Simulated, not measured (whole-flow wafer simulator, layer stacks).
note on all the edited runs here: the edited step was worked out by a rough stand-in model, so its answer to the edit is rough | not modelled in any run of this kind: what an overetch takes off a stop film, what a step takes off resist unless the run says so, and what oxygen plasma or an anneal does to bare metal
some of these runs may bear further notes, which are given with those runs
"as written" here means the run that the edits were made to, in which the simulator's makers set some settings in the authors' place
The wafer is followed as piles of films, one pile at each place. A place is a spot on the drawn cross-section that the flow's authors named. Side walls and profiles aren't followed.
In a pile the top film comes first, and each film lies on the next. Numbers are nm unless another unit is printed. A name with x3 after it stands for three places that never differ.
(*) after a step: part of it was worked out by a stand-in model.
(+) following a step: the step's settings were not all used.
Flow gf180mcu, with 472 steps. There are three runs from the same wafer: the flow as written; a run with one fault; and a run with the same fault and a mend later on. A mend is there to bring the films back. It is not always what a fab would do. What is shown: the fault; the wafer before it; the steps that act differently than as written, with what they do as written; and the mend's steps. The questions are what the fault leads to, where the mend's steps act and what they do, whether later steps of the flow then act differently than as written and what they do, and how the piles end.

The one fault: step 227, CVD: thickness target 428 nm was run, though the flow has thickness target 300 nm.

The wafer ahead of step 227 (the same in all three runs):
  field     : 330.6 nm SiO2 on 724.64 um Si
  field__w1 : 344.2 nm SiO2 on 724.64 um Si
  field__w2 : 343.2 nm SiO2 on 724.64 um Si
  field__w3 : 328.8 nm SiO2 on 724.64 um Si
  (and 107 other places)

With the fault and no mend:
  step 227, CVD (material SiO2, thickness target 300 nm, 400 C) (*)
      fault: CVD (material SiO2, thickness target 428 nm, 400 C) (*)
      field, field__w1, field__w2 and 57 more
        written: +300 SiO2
        fault: +428 SiO2
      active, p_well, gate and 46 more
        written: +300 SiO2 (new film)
        fault: +428 SiO2 (new film)
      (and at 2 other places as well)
  Steps later in the flow that act otherwise than as written (not shown: 1 more step that differs only slightly, by at most 2% or 0.5 nm, whichever is larger):
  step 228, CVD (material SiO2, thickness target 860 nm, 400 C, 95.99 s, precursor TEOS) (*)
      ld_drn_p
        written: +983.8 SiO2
        fault: +959.9 SiO2
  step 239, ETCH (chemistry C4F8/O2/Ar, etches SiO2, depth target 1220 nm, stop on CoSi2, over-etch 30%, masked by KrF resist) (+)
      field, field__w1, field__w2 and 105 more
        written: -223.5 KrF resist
        fault: -244 KrF resist
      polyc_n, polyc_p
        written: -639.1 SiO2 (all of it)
        fault: -767.1 SiO2 (all of it)
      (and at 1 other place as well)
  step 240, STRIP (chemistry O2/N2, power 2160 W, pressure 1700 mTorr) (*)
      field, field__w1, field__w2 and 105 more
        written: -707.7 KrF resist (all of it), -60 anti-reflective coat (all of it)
        fault: -687.2 KrF resist (all of it), -60 anti-reflective coat (all of it)
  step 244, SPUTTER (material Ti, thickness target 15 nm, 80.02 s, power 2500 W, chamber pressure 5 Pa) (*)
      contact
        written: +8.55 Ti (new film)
        fault: +7.93 Ti (new film)
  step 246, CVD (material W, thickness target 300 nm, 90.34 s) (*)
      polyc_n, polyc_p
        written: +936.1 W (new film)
        fault: +1064.1 W (new film)
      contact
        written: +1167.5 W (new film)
        fault: +1296.5 W (new film)
  At field__w4, field__w8, contact and 9 more, the piles at the end differ from the flow's by more than 2% or 0.5 nm, whichever is larger.
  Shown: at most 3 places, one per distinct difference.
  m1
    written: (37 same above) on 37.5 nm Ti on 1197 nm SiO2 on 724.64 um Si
    fault: (37 same above) on 37.5 nm Ti on 1325 nm SiO2 on 724.64 um Si
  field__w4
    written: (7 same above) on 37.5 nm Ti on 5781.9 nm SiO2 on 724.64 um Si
    fault: (7 same above) on 37.5 nm Ti on 5909.9 nm SiO2 on 724.64 um Si
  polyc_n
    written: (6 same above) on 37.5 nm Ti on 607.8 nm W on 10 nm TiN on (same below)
    fault: (6 same above) on 37.5 nm Ti on 735.8 nm W on 10 nm TiN on (same below)

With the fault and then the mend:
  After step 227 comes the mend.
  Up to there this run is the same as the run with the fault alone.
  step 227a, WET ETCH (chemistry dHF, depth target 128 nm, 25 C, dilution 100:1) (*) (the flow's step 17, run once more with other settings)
      field, field__w1, field__w2 and 108 more
        -128 SiO2
  Steps later in the flow that act otherwise than as written:
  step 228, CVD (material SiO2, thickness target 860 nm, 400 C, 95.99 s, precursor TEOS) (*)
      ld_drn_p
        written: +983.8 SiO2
        mend: +959.9 SiO2
  By the end, the piles equal the flow's at every place that both follow.
